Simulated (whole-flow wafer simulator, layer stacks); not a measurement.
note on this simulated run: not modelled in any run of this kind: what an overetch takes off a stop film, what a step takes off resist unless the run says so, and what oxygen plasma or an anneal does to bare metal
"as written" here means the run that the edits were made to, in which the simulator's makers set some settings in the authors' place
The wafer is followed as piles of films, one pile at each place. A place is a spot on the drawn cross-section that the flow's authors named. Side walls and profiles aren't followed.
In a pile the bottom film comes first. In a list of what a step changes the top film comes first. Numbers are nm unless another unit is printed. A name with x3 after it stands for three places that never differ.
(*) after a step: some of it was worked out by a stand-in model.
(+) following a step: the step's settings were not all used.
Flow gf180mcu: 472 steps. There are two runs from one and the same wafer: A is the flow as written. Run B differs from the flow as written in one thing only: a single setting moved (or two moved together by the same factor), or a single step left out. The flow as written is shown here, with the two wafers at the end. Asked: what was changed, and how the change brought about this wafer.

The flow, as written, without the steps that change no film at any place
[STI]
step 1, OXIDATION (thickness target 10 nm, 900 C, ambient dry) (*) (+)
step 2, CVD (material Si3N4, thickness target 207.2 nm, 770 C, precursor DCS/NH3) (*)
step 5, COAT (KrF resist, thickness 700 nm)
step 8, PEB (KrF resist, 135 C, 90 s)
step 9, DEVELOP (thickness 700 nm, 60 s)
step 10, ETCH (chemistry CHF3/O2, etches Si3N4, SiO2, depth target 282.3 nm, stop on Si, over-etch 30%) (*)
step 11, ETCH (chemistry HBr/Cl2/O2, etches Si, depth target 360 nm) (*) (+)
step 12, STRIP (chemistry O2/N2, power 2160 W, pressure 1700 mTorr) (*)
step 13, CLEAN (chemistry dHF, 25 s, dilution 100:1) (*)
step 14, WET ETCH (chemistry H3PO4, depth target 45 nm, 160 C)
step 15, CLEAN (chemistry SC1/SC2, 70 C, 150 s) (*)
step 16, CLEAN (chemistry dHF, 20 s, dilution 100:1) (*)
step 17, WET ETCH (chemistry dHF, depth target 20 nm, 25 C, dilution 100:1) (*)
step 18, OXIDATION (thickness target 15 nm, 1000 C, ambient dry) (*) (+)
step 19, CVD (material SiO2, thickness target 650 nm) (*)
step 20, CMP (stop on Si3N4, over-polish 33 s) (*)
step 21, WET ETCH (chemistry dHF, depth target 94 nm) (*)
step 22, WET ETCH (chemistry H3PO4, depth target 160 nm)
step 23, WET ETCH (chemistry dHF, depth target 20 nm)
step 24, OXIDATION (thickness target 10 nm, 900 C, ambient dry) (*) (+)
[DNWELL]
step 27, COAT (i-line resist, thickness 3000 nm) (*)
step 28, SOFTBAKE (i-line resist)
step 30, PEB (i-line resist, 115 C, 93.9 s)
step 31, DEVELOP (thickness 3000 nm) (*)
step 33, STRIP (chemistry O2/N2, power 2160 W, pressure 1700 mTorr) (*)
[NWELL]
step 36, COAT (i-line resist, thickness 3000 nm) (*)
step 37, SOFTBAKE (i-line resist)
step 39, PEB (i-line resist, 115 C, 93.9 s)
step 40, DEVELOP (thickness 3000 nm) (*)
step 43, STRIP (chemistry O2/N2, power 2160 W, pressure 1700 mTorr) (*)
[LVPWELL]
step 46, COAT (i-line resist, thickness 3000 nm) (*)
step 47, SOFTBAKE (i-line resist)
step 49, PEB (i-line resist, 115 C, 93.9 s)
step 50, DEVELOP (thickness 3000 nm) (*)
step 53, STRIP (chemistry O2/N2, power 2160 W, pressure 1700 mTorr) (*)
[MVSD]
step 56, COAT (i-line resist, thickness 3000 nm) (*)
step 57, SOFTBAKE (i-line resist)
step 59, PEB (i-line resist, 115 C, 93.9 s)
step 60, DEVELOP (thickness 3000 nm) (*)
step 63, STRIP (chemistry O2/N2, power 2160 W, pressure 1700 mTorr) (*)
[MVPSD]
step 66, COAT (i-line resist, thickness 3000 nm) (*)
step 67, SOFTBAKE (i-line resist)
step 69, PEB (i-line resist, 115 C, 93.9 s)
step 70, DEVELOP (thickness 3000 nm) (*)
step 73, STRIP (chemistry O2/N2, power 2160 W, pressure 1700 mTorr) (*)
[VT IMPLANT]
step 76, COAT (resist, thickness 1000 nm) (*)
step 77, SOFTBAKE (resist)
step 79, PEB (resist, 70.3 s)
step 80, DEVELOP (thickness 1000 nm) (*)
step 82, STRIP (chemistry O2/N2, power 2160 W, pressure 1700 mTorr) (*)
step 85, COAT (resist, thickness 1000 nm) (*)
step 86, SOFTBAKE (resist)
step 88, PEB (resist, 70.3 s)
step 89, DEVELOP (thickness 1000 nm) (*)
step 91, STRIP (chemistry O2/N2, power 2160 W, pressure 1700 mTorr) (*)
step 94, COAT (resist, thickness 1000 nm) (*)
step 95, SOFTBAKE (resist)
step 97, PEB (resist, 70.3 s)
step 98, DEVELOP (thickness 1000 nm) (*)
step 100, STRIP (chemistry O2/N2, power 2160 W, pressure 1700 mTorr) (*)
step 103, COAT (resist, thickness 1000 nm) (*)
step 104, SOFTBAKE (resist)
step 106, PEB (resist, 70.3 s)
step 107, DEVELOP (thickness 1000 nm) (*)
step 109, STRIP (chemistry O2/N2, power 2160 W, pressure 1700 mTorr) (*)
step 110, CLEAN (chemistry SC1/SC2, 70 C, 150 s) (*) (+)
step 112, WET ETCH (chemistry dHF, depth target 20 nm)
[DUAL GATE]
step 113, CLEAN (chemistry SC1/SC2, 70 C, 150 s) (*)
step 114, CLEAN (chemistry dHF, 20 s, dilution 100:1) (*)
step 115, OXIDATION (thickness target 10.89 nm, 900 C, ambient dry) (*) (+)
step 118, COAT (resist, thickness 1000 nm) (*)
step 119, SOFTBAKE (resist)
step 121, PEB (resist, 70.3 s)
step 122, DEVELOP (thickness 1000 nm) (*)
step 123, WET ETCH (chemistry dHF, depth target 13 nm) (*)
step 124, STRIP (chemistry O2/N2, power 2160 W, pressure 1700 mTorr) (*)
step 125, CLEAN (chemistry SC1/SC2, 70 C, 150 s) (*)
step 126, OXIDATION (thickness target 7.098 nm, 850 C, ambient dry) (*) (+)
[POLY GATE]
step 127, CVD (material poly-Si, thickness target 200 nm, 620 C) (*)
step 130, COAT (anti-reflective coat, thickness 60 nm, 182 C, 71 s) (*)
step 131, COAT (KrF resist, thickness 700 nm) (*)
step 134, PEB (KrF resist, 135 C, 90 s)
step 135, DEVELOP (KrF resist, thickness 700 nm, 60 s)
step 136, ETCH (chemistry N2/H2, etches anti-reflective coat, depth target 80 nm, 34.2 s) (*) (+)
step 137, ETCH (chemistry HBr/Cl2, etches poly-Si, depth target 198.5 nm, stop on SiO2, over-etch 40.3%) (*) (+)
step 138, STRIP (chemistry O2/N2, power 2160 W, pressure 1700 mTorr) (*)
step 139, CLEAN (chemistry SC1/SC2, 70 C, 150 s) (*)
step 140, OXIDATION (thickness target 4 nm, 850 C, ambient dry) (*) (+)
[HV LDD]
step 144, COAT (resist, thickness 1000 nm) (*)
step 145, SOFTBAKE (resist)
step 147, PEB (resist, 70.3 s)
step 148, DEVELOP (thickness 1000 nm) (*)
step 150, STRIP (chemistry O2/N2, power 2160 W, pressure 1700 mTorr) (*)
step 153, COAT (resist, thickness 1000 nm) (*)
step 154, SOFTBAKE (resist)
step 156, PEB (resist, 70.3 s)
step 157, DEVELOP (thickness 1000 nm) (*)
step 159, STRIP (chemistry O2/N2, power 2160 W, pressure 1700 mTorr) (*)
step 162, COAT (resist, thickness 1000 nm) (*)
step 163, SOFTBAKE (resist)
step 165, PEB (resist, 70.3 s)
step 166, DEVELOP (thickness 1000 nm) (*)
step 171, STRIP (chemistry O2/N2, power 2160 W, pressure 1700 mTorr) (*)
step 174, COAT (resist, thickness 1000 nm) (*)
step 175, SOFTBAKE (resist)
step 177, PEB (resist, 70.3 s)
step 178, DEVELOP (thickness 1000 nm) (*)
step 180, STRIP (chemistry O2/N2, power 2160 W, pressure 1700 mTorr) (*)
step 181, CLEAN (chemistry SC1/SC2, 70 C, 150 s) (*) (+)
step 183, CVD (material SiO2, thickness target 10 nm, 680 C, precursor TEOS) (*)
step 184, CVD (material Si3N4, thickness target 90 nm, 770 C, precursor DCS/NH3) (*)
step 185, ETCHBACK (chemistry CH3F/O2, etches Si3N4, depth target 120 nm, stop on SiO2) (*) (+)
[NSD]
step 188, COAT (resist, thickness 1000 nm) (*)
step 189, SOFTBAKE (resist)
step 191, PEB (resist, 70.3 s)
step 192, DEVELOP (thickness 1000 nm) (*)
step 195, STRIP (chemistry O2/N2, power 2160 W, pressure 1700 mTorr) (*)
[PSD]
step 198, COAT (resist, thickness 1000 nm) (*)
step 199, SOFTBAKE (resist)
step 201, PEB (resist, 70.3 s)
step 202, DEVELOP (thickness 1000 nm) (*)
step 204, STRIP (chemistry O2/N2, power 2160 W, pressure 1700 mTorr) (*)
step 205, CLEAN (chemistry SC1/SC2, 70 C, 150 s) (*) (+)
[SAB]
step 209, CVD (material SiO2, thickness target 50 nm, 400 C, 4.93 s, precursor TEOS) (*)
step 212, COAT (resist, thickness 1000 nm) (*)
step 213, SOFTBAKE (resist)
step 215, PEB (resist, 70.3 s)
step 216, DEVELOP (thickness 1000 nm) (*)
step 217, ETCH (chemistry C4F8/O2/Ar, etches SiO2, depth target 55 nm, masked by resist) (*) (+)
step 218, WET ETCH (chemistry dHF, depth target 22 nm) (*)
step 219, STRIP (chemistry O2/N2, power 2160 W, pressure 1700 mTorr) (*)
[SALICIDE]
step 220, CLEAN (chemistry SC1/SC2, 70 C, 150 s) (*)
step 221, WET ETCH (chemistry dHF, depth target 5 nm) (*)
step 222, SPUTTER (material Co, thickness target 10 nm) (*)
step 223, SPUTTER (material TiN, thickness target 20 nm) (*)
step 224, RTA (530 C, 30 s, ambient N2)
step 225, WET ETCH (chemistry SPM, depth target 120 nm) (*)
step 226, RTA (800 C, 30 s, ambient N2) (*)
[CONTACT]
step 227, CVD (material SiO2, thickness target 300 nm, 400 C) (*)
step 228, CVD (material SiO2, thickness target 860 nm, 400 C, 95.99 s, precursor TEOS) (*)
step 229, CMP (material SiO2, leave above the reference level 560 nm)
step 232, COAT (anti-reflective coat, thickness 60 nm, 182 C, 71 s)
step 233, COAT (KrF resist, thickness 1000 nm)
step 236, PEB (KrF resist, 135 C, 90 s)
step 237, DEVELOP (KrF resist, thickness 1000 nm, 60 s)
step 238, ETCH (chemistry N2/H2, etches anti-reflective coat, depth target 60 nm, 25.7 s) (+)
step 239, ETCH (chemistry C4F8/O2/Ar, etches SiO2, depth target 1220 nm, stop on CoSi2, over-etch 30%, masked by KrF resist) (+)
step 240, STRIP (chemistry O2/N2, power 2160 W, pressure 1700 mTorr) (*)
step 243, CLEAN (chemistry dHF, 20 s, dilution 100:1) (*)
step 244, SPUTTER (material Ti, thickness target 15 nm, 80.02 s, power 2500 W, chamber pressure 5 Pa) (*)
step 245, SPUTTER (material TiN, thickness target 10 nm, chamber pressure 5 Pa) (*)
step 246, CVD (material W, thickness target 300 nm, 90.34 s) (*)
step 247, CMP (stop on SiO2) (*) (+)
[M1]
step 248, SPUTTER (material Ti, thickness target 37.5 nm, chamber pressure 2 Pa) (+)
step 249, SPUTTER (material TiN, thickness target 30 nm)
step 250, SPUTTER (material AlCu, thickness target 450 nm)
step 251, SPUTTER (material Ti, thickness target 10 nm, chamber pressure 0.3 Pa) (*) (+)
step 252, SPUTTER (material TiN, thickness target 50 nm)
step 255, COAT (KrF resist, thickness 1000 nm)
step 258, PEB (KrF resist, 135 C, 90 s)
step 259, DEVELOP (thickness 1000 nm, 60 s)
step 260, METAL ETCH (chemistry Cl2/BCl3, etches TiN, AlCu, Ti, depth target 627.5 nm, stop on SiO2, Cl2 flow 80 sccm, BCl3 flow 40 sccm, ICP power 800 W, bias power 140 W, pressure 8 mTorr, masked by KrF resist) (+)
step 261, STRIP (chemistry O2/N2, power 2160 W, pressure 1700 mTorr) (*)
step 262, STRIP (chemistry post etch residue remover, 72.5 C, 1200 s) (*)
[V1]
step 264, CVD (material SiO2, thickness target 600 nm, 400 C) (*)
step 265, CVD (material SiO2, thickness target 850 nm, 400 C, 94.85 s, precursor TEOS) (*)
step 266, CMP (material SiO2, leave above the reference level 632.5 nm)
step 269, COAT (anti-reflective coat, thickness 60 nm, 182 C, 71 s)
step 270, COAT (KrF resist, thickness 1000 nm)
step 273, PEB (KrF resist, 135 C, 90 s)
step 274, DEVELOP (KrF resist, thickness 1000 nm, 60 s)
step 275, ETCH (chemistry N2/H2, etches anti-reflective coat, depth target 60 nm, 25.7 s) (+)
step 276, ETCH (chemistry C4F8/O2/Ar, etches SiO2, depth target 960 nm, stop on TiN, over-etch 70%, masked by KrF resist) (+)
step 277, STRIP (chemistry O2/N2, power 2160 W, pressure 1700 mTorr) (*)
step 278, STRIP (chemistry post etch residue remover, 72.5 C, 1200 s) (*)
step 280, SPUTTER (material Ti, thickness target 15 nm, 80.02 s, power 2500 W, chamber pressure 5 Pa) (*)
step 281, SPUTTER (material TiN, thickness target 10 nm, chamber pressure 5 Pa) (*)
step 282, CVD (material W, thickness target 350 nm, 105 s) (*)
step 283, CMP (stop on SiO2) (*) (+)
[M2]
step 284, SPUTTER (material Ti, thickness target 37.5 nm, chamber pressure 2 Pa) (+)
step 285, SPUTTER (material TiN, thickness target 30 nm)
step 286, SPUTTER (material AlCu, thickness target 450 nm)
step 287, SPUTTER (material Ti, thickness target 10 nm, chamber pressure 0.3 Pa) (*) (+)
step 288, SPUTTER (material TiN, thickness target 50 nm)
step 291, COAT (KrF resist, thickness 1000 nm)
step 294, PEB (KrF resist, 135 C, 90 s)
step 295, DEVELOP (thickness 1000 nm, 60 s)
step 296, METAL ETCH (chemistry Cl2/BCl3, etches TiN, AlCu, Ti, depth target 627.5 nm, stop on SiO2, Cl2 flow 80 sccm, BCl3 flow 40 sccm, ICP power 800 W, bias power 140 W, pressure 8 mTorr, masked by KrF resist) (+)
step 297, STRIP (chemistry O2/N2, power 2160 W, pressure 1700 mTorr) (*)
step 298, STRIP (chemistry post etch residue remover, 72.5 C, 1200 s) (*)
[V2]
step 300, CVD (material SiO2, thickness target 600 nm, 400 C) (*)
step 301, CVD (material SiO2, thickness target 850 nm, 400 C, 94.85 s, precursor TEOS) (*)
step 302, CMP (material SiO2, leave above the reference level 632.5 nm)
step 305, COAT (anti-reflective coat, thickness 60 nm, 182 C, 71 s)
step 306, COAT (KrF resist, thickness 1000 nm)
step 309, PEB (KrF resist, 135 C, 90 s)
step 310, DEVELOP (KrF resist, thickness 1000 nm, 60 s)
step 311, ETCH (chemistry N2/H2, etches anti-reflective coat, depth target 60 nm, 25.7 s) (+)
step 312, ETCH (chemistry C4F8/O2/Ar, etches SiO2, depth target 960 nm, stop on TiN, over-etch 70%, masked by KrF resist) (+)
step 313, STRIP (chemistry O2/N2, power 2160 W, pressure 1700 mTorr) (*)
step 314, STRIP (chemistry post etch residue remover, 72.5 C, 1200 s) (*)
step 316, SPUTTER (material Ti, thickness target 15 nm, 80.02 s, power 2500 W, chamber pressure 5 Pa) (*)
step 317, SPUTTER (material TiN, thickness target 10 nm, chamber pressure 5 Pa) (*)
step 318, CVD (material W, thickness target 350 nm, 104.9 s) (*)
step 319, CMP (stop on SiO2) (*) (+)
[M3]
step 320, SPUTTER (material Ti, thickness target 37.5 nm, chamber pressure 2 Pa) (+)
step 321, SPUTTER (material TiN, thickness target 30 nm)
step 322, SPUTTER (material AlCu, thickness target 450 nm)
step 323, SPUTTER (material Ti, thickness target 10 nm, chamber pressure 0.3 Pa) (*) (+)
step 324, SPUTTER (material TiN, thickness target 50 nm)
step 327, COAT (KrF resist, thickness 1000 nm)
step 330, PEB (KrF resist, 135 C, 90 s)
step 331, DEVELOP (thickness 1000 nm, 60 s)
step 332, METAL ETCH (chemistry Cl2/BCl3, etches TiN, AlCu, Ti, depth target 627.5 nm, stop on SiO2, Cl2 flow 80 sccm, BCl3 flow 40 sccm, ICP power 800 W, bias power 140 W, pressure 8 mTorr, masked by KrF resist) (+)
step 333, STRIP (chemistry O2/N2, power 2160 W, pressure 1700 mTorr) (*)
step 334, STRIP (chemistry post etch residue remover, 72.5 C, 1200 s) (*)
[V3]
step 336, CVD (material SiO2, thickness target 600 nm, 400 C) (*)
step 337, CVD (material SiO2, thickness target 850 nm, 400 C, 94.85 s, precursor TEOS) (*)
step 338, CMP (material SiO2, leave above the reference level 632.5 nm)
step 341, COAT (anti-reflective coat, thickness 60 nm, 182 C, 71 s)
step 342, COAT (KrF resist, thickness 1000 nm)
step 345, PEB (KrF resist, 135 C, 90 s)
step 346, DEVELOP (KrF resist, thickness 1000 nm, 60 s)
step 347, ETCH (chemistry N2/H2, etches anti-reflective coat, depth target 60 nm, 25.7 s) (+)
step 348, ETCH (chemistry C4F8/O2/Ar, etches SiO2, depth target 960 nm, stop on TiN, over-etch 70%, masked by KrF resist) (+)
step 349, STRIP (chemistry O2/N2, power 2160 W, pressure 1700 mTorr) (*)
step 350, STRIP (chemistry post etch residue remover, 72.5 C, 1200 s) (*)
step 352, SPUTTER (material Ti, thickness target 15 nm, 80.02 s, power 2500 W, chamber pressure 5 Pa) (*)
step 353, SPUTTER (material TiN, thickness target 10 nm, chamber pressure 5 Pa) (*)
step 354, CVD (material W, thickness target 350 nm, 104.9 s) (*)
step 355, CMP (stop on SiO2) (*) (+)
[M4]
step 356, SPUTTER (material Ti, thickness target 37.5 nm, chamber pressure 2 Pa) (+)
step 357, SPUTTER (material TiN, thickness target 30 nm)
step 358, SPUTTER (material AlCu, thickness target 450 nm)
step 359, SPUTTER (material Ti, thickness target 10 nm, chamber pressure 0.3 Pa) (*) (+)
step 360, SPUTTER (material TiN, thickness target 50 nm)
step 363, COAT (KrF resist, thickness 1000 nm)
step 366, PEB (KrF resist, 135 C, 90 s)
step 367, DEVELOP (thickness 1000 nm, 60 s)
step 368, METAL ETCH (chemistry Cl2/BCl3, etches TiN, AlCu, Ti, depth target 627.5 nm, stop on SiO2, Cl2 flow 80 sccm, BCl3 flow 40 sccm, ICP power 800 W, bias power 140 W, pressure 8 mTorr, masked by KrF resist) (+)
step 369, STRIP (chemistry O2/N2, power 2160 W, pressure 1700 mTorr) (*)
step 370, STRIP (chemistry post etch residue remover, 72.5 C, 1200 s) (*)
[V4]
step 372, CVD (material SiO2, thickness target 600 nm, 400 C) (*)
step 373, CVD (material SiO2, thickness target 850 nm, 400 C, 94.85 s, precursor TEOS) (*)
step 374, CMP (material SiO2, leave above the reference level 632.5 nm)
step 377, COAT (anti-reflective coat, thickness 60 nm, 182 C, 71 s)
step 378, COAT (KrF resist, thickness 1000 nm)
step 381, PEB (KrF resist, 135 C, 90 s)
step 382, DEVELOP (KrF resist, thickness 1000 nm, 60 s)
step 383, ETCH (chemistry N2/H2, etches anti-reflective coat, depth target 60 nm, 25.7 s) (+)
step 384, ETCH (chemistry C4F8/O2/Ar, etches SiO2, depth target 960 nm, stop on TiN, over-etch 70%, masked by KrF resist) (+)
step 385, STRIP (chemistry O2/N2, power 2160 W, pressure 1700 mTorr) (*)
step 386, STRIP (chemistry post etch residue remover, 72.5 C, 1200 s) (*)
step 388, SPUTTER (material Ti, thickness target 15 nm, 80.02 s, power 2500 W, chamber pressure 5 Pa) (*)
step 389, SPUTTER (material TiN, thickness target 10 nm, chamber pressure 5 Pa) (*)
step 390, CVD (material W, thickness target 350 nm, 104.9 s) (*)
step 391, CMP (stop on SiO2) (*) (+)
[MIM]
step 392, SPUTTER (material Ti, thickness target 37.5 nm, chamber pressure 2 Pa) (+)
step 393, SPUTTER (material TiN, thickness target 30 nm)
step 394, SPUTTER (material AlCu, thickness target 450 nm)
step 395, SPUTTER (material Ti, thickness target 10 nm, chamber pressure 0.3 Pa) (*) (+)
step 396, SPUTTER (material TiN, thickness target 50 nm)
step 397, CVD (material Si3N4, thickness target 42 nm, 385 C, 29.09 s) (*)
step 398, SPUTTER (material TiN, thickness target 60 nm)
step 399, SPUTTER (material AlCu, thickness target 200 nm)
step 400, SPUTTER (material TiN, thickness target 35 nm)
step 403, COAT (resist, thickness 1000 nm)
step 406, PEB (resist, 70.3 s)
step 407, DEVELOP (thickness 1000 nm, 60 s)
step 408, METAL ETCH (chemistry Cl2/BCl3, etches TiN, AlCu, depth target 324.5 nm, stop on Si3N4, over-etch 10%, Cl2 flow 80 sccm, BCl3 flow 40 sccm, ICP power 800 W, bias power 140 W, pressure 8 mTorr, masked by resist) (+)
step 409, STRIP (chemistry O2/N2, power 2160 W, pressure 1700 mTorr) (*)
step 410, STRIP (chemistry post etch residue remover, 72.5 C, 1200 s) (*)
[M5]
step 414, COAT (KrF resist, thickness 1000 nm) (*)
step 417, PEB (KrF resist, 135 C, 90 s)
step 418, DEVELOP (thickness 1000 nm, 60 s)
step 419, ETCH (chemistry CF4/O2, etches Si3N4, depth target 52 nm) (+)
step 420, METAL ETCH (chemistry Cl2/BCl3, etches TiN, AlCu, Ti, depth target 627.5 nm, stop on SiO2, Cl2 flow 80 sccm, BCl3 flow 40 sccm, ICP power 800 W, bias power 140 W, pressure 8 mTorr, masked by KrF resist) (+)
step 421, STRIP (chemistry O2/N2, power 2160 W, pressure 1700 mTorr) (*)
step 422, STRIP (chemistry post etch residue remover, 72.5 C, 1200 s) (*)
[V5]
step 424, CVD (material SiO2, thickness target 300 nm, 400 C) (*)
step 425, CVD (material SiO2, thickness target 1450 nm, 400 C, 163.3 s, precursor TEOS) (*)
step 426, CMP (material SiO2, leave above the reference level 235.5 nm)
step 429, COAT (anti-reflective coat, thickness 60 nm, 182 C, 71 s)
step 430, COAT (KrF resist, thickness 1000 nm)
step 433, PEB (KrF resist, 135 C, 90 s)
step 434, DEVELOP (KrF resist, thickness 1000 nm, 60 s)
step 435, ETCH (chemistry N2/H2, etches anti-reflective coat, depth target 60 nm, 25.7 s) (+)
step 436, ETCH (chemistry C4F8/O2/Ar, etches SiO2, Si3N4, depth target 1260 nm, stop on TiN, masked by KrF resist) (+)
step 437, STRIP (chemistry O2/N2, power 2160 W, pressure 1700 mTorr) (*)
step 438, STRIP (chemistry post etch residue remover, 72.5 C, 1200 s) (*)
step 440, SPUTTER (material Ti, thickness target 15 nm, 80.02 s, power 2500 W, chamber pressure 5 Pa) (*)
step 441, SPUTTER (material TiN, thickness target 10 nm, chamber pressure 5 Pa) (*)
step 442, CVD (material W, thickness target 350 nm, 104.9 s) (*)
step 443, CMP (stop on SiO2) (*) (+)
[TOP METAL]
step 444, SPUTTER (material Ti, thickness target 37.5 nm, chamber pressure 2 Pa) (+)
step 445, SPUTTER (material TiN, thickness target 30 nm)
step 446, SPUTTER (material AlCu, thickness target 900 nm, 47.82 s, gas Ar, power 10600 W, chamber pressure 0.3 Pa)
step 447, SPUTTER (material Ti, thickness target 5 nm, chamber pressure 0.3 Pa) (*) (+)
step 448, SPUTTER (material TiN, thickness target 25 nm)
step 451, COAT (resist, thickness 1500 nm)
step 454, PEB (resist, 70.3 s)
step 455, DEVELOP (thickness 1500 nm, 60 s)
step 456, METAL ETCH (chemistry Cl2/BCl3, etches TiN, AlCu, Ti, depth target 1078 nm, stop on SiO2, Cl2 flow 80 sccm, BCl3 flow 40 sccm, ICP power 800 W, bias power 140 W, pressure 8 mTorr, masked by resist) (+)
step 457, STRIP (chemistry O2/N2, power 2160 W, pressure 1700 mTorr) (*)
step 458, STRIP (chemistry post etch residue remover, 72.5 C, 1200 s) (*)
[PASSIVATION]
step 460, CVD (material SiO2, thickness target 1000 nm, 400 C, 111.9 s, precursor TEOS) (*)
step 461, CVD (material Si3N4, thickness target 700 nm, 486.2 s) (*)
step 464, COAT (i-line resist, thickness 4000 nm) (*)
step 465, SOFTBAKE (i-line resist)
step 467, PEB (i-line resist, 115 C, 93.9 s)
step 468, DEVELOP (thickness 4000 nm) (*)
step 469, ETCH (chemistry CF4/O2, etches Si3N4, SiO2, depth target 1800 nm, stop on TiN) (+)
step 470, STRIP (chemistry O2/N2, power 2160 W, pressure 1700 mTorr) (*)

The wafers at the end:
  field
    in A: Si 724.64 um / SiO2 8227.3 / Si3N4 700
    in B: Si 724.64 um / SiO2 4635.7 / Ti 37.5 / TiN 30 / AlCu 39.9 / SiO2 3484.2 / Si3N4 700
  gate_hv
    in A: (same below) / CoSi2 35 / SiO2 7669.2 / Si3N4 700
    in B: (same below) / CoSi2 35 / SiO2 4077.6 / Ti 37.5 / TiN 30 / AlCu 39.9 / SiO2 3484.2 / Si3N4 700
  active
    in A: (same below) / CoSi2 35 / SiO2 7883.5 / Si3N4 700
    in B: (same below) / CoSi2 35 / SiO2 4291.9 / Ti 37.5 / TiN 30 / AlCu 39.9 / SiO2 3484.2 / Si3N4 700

The reason: step 368, METAL ETCH: depth target 464.4 nm was run, while the flow as written has depth target 627.5 nm.

Step by step, how the change led to this:
  step 368, METAL ETCH (chemistry Cl2/BCl3, etches TiN, AlCu, Ti, depth target 627.5 nm, stop on SiO2, Cl2 flow 80 sccm, BCl3 flow 40 sccm, ICP power 800 W, bias power 140 W, pressure 8 mTorr, masked by KrF resist) (+)
      field, field__w1, field__w2 and 103 more: A -50 TiN (all of it), -10 Ti (all of it), -450 AlCu (all of it), -30 TiN (all of it), -37.5 Ti (all of it) | B -50 TiN (all of it), -10 Ti (all of it), -404.4 AlCu
      field__w8, contact, m1, m1__w1, m1_nw: A -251 KrF resist | B -185.8 KrF resist
  step 369, STRIP (chemistry O2/N2, power 2160 W, pressure 1700 mTorr) (*)
      field__w8, contact, m1, m1__w1, m1_nw: A -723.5 KrF resist (all of it) | B -788.8 KrF resist (all of it)
  step 370, STRIP (chemistry post etch residue remover, 72.5 C, 1200 s) (*)
      field, field__w1, field__w2 and 103 more: A nothing | B -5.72 AlCu
  step 372, CVD (material SiO2, thickness target 600 nm, 400 C) (*)
      field, field__w1, field__w2 and 103 more: A +600 SiO2 | B +600 SiO2 (new film)
  step 374, CMP (material SiO2, leave above the reference level 632.5 nm)
      field, field__w1, field__w2 and 103 more: A -300 SiO2 | B -407.4 SiO2
With metal films that touch counted as one body, field has 1 body; the flow as written gives 0 bodies.
With metal films that touch counted as one body, gate_hv has 2 bodies (between them, from the top down: SiO2 4077.6); the flow as written gives 1 body.
With metal films that touch counted as one body, active has 2 bodies (between them, from the top down: SiO2 4291.9); the flow as written gives 1 body.
